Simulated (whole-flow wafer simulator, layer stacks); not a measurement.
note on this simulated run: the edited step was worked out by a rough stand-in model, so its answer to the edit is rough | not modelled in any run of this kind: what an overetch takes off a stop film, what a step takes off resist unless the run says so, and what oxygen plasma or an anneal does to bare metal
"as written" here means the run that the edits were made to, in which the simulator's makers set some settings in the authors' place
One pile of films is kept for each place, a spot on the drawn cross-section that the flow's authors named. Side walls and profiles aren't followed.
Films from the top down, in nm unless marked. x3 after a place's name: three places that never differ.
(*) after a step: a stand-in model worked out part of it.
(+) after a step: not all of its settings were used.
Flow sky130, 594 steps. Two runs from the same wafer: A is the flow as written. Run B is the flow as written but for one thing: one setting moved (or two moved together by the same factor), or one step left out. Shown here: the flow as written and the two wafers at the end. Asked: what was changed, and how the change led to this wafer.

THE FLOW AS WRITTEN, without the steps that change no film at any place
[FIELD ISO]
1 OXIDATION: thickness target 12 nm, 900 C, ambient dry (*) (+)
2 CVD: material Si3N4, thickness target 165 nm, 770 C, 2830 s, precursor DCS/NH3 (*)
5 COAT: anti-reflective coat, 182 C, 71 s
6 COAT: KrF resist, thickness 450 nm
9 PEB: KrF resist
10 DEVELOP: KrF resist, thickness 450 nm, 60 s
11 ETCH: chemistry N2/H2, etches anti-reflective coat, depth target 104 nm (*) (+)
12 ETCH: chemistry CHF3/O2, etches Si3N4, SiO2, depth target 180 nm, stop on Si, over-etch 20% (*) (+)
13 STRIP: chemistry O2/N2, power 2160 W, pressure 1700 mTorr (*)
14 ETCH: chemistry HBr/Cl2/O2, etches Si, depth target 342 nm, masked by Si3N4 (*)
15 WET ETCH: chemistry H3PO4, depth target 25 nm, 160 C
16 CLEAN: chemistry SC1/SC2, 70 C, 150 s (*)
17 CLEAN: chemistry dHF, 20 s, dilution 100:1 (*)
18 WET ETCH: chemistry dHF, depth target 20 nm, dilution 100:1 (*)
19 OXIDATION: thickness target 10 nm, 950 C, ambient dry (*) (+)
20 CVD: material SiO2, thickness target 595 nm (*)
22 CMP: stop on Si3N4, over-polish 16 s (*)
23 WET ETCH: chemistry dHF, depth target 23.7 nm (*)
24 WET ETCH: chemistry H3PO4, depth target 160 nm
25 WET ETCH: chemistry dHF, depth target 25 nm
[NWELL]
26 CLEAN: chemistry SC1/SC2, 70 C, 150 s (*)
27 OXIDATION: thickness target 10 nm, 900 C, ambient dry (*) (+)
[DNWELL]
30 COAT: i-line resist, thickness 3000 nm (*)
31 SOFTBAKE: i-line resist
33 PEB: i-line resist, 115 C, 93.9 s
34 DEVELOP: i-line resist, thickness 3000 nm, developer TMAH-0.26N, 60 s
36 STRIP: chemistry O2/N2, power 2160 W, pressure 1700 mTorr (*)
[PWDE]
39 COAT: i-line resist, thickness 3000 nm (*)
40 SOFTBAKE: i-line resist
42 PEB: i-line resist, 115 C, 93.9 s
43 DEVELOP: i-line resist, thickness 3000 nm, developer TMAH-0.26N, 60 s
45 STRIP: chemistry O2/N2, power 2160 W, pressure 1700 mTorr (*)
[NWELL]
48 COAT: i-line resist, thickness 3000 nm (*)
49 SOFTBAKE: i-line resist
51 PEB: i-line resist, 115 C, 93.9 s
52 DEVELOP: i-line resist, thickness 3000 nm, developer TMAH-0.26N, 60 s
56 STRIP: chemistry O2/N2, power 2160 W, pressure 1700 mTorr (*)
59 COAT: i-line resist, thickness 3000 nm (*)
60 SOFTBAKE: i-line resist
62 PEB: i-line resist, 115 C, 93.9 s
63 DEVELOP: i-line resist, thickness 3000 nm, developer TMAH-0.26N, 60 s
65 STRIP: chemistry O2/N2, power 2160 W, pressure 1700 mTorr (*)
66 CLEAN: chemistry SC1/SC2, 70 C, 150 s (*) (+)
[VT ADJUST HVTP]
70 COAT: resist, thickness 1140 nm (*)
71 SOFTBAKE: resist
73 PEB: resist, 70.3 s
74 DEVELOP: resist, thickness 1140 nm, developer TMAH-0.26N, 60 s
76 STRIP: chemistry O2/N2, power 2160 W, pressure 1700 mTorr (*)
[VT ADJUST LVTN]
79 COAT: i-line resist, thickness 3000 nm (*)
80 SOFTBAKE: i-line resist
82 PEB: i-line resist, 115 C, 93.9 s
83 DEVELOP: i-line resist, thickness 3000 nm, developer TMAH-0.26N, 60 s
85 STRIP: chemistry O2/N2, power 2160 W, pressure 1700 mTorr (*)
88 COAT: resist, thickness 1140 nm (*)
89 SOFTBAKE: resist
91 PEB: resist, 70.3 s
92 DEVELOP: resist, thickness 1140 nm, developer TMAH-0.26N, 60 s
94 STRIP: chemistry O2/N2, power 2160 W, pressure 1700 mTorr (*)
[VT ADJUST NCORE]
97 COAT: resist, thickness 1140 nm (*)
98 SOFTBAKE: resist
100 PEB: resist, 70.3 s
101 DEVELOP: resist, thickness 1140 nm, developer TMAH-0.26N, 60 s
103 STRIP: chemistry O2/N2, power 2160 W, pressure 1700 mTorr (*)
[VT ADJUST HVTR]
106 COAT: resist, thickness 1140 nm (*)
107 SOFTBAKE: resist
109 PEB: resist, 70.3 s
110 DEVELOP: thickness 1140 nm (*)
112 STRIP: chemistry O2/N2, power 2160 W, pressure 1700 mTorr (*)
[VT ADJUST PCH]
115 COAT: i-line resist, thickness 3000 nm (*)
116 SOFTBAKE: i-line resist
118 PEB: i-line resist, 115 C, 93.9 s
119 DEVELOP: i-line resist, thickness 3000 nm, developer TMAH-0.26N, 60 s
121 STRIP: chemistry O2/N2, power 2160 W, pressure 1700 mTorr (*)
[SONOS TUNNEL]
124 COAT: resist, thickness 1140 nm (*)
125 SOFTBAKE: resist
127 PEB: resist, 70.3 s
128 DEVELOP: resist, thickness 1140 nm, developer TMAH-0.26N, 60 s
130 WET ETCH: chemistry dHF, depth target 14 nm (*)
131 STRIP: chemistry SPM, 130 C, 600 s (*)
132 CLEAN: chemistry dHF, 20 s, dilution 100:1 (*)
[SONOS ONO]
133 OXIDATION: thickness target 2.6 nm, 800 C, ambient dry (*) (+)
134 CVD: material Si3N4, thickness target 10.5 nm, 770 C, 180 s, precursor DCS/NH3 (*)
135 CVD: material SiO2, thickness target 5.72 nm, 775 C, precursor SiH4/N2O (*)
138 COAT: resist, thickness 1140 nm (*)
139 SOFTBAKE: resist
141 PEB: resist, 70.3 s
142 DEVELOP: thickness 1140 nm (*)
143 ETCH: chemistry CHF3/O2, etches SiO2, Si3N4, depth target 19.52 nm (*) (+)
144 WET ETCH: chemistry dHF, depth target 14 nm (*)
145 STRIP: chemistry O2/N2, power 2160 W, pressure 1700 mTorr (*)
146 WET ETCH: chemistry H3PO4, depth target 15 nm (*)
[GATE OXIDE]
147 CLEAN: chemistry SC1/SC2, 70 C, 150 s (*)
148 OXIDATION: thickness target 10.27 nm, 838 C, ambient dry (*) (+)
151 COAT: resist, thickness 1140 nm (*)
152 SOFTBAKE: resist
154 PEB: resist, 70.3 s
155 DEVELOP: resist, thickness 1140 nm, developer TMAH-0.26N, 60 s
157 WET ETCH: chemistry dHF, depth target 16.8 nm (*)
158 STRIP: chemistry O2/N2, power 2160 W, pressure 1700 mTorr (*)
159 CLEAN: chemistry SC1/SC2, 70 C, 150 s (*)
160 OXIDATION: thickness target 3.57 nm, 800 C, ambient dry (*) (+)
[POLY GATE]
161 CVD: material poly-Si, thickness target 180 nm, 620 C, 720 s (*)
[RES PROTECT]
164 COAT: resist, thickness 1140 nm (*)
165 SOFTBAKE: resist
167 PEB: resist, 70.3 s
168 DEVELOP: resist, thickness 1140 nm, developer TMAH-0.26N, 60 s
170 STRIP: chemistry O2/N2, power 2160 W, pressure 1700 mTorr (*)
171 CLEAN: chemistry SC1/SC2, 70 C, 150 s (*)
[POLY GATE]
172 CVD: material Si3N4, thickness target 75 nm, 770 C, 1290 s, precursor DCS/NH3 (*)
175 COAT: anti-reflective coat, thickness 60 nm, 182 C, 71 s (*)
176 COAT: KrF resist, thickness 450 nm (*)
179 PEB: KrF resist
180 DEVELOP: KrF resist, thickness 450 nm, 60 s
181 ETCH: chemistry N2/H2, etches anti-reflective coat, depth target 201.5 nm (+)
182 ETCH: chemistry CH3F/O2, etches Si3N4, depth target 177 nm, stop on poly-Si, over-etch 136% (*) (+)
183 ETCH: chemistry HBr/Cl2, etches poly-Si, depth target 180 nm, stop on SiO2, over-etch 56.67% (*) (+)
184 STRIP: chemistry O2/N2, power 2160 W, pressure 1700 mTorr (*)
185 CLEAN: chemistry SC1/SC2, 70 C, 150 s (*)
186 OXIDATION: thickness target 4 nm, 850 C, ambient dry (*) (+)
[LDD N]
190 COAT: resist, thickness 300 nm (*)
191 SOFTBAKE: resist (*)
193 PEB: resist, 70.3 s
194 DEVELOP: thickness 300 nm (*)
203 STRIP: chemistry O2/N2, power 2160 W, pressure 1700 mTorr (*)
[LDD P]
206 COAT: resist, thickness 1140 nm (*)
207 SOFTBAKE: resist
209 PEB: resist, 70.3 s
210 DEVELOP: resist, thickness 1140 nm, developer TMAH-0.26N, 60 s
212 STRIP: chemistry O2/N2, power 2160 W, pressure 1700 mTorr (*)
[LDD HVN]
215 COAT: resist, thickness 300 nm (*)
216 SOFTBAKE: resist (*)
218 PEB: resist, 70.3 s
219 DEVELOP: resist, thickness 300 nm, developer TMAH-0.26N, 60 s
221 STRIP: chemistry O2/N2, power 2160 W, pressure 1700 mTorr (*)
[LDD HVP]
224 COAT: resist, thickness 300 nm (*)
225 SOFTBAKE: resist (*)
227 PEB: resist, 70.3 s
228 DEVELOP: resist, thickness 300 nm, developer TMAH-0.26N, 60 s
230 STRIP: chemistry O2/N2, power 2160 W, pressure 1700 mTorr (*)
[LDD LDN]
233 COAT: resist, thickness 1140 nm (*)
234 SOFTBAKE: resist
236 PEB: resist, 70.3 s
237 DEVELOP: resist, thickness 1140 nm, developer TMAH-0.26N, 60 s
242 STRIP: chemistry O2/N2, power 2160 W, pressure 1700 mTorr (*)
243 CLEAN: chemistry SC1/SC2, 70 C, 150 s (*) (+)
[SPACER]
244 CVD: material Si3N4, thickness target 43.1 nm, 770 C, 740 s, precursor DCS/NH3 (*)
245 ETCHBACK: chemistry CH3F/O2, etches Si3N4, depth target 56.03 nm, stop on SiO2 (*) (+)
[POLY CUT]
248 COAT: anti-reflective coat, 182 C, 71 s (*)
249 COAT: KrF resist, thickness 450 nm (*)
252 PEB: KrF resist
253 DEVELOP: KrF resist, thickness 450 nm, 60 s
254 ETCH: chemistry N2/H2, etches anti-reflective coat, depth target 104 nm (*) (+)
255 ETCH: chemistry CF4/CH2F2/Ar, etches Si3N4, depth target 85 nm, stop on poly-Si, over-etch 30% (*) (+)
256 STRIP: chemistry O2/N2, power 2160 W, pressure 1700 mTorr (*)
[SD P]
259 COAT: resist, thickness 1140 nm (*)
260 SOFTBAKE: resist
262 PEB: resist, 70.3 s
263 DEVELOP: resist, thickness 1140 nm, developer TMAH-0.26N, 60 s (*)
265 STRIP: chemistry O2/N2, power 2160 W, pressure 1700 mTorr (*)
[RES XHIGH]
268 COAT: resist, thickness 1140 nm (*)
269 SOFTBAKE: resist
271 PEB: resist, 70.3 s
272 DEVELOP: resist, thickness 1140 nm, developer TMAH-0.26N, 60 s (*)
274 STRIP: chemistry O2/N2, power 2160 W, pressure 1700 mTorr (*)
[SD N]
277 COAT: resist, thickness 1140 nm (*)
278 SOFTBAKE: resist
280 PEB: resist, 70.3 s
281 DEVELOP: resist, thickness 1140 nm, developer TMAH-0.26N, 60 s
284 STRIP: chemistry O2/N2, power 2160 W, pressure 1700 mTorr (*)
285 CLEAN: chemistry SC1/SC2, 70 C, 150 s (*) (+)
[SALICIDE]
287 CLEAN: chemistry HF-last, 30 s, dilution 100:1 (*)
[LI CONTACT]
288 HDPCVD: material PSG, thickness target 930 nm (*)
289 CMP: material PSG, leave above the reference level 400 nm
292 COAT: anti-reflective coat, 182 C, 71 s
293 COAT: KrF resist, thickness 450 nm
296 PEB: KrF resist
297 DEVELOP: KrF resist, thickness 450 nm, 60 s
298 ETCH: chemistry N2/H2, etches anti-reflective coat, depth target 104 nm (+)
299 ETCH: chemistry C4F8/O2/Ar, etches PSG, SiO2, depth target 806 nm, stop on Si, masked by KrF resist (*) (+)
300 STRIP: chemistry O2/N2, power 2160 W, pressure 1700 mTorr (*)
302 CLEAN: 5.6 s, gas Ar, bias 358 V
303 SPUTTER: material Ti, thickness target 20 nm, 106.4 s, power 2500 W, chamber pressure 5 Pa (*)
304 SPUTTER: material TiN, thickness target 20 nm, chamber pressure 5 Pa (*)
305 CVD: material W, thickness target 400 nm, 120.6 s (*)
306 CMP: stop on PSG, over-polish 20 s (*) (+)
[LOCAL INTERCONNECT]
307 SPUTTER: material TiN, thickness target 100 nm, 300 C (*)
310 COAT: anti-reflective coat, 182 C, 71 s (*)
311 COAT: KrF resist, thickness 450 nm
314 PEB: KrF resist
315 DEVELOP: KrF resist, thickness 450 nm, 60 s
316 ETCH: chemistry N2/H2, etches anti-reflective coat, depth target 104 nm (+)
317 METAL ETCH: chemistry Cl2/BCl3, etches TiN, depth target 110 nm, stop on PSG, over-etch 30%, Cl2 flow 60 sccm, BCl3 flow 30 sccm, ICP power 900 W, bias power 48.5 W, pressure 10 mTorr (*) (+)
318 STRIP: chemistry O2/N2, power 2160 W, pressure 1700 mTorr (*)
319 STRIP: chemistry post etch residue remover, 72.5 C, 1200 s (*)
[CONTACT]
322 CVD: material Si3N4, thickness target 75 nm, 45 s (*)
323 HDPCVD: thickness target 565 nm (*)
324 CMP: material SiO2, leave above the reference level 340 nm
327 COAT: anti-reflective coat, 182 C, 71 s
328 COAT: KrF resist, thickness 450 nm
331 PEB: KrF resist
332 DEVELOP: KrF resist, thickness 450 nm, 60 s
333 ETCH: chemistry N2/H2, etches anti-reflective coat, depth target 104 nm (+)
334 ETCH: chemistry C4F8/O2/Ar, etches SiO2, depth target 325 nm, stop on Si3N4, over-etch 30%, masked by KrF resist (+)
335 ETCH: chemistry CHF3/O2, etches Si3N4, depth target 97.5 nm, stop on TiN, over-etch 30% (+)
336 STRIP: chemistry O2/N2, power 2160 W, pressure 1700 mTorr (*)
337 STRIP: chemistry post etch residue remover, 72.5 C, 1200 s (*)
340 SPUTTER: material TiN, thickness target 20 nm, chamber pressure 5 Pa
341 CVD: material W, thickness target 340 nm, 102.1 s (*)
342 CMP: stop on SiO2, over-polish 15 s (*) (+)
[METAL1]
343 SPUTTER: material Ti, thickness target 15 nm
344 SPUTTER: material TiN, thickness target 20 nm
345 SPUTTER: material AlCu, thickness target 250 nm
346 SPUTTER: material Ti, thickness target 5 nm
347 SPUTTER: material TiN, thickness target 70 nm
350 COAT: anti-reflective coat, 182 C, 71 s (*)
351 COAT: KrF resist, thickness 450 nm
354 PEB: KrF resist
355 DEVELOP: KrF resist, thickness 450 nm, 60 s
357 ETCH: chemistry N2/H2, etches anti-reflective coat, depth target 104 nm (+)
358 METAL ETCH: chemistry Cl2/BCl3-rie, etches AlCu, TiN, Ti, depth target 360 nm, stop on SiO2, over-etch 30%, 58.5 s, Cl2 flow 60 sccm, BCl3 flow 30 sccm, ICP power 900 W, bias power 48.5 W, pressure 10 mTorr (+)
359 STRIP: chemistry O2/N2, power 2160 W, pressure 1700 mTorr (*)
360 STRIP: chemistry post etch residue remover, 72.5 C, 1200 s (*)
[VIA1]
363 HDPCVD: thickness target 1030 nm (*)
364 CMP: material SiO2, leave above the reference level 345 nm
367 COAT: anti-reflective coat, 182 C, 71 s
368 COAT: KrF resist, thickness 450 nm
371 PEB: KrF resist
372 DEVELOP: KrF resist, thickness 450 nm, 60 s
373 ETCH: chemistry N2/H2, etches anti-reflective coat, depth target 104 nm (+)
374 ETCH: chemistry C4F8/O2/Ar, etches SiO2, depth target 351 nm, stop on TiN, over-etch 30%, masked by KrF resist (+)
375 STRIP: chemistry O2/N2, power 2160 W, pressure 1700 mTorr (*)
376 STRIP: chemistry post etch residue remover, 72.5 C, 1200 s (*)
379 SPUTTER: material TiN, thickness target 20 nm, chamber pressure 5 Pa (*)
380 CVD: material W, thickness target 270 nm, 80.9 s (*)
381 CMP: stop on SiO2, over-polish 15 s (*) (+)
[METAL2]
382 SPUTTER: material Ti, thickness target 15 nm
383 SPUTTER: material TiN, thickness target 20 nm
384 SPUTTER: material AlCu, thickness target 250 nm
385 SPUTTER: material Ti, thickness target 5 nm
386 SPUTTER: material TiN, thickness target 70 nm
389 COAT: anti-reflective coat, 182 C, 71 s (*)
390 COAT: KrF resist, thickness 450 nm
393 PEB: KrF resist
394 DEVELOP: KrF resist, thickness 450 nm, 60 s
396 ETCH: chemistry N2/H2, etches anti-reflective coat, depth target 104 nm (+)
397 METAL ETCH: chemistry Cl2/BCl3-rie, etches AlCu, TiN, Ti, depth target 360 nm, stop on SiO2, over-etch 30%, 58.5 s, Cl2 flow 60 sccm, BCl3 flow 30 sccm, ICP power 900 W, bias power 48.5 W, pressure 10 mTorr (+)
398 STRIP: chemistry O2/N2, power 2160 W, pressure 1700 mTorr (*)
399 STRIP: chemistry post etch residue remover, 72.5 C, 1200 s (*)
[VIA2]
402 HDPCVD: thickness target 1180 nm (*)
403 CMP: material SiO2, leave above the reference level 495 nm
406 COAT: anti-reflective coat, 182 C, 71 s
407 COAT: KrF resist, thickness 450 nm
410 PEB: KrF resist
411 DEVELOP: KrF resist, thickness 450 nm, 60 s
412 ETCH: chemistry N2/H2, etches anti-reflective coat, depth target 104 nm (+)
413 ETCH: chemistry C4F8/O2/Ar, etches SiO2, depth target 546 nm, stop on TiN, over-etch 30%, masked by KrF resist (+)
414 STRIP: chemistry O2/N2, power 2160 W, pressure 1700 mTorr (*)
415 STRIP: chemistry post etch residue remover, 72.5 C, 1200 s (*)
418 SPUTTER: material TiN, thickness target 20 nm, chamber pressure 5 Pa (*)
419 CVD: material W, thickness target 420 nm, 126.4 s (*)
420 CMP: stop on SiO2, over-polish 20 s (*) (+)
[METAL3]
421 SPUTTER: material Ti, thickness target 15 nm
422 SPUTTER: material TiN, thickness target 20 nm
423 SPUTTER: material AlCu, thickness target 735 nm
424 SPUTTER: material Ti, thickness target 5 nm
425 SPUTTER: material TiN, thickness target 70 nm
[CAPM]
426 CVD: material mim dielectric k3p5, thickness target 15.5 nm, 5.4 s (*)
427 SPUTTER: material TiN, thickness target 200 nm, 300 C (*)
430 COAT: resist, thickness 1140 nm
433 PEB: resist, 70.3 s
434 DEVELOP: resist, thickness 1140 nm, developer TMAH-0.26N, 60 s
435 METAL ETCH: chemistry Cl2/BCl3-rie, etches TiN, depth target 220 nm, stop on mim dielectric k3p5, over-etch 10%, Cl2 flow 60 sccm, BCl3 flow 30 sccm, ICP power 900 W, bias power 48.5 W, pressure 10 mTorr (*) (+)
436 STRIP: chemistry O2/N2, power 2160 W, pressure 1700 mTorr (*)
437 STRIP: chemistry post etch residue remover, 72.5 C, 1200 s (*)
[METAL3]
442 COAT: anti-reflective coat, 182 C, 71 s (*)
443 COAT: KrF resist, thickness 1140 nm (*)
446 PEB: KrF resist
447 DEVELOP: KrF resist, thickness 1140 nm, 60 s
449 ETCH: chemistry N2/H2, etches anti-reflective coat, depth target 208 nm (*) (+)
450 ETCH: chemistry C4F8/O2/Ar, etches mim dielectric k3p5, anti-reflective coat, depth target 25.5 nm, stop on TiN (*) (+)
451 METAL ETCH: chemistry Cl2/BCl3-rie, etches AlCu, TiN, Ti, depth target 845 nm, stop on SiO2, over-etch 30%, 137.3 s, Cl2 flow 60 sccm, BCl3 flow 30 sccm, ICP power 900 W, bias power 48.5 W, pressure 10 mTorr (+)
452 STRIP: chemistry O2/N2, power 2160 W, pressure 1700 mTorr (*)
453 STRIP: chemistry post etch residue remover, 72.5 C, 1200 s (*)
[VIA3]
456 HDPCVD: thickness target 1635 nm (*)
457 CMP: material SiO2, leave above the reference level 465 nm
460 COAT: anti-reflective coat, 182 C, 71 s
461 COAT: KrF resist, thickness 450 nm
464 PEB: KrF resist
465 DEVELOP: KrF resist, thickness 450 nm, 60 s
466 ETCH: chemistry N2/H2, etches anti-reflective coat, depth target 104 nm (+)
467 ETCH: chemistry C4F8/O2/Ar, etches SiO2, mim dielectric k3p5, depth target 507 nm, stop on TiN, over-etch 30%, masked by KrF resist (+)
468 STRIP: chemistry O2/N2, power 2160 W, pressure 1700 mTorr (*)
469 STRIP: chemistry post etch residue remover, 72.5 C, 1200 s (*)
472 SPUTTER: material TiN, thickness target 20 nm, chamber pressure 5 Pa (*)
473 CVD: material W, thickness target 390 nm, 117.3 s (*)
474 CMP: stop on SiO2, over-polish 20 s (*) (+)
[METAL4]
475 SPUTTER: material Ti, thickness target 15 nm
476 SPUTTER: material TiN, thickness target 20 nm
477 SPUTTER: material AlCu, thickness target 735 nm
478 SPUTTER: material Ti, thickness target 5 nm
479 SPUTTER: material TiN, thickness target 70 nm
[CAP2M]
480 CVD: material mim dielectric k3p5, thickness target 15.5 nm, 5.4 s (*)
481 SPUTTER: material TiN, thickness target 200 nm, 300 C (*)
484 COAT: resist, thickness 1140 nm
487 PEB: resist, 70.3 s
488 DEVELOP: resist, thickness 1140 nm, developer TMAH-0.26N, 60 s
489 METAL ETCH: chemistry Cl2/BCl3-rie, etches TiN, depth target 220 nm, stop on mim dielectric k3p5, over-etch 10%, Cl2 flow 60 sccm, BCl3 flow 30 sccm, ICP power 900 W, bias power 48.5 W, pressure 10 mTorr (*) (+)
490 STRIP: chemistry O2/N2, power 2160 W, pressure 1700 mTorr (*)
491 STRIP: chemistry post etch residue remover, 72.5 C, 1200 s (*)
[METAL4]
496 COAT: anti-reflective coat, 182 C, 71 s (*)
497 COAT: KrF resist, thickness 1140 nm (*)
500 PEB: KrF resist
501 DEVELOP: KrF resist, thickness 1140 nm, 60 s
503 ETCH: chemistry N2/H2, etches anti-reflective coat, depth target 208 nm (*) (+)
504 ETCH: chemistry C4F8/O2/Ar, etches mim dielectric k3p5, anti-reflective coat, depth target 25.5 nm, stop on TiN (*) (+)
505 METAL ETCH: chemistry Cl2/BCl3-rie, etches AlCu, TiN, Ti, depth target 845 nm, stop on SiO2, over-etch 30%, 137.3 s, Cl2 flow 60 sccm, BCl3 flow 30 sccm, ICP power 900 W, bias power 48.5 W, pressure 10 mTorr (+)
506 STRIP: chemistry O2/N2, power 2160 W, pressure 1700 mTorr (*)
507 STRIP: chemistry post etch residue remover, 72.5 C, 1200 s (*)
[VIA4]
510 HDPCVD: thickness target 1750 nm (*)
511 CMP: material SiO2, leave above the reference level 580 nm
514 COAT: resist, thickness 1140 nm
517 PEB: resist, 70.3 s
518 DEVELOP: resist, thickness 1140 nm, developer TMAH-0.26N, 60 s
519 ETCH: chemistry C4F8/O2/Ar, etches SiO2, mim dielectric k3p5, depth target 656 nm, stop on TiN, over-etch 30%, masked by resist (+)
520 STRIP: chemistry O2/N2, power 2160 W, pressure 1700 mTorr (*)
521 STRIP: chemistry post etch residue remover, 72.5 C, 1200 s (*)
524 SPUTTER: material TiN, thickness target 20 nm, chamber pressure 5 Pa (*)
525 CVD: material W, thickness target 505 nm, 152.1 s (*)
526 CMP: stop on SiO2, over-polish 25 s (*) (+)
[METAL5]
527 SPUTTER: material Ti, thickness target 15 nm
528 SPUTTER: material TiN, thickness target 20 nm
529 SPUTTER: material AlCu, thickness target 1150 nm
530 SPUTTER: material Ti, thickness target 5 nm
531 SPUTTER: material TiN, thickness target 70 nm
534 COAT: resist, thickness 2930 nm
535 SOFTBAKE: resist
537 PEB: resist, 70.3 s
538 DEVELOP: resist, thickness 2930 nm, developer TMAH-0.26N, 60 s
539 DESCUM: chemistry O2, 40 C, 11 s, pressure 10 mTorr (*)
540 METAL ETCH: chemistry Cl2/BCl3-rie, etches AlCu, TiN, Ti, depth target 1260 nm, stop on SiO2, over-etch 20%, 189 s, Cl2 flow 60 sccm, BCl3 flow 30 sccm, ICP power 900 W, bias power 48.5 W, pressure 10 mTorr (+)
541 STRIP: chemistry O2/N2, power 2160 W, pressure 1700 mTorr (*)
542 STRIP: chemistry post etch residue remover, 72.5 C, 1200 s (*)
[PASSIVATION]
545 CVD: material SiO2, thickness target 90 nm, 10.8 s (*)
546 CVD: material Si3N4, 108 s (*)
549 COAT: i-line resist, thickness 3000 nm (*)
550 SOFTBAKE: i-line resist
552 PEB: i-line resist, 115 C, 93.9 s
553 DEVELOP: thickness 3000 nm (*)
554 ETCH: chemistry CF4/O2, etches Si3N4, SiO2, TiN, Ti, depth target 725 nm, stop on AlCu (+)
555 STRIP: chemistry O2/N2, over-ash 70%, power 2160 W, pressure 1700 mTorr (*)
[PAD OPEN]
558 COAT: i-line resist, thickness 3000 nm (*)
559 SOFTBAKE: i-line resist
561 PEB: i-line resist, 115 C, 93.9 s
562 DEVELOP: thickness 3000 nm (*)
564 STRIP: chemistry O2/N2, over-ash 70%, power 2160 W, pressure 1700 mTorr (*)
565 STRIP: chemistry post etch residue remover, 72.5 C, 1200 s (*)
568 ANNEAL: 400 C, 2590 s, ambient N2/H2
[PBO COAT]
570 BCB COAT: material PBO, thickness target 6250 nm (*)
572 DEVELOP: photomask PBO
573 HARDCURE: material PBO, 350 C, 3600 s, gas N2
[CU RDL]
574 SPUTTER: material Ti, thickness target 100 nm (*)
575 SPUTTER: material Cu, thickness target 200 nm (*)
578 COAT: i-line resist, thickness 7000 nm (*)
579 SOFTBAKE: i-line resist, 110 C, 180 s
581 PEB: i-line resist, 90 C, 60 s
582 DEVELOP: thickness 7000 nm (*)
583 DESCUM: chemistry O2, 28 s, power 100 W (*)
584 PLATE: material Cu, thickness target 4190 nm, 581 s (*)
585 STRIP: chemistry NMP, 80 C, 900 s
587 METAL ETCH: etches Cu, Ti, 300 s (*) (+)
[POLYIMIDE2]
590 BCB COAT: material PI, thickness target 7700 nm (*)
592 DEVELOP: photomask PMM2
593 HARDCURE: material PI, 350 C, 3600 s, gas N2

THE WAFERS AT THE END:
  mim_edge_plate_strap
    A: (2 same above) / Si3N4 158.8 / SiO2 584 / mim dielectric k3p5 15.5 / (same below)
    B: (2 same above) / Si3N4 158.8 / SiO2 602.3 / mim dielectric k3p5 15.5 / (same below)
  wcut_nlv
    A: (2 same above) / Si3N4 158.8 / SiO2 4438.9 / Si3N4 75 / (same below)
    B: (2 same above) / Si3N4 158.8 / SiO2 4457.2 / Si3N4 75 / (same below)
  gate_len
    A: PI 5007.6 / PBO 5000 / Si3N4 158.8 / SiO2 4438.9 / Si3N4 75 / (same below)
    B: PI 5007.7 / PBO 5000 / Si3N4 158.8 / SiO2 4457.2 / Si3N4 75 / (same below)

The cause: step 545, CVD: thickness target 103 nm was run, where the flow has thickness target 90 nm; step 545, CVD: 12.4 s was run, where the flow has 10.8 s.

How the change led to this, step by step:
  545 CVD: material SiO2, thickness target 90 nm, 10.8 s (*)
      field, active, gate and 175 more: A SiO2 +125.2 | B SiO2 +143.5
      n_well, p_well, sd_n and 12 more: A SiO2 +125.2 (new film) | B SiO2 +143.5 (new film)
  550 SOFTBAKE: i-line resist
      spacer: A i-line resist -97.5 | B i-line resist -100
      pplus_nw: A i-line resist -55.7 | B i-line resist -56.9
      (and at 18 more places)
  554 ETCH: chemistry CF4/O2, etches Si3N4, SiO2, TiN, Ti, depth target 725 nm, stop on AlCu (+)
      field, active, n_well and 189 more: A i-line resist -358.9 | B i-line resist -377.2
      pad: A Si3N4 -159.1 (all of it), SiO2 -125.2 (all of it), TiN -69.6 (all of it), Ti -5 (all of it) | B Si3N4 -159.1 (all of it), SiO2 -143.5 (all of it), TiN -69.6 (all of it), Ti -5 (all of it)
  559 SOFTBAKE: i-line resist
      pplus_nw: A i-line resist -55.7 | B i-line resist -56.9
      pwell_dnw: A i-line resist -28.2 | B i-line resist -29
      (and at 19 more places)
  578 COAT: i-line resist, thickness 7000 nm (*)
      pad: A i-line resist +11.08 um (new film) | B i-line resist +11.1 um (new film)
  582 DEVELOP: thickness 7000 nm (*)
      pad: A i-line resist -11.08 um (all of it) | B i-line resist -11.1 um (all of it)
